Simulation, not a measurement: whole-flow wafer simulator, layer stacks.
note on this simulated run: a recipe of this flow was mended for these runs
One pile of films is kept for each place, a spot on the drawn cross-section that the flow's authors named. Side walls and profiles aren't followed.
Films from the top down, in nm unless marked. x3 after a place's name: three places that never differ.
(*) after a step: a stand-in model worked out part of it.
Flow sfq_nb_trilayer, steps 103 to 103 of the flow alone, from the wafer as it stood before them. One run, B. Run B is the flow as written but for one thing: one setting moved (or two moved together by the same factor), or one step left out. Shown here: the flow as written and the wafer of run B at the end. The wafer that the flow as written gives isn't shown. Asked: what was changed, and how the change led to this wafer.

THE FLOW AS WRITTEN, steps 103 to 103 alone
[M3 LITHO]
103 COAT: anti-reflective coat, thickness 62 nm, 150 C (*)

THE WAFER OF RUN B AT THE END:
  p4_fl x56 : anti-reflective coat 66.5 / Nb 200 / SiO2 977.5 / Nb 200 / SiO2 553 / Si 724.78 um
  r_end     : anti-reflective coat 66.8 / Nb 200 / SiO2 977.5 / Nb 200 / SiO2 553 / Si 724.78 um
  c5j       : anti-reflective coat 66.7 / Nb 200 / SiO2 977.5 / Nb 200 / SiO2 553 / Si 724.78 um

The cause: step 103, COAT: thickness 66.5 nm was run, where the flow has thickness 62 nm.
It can be read off the wafer: p4_fl x56 has anti-reflective coat 66.5, and step 103 as written asks for 62 nm.

How the change led to this, step by step:
  103 COAT: anti-reflective coat, thickness 62 nm, 150 C (*)
      p4_fl x56, wl_j_sl x15, wl_d_m1, l0r_line_l x3, m0r_space_l x2: anti-reflective coat +66.5 (new film) (as written it would be: anti-reflective coat +62 (new film))
      r_end, moat, field_r and 7 more: anti-reflective coat +66.8 (new film) (as written it would be: anti-reflective coat +62.3 (new film))
      (and at 17 more places)
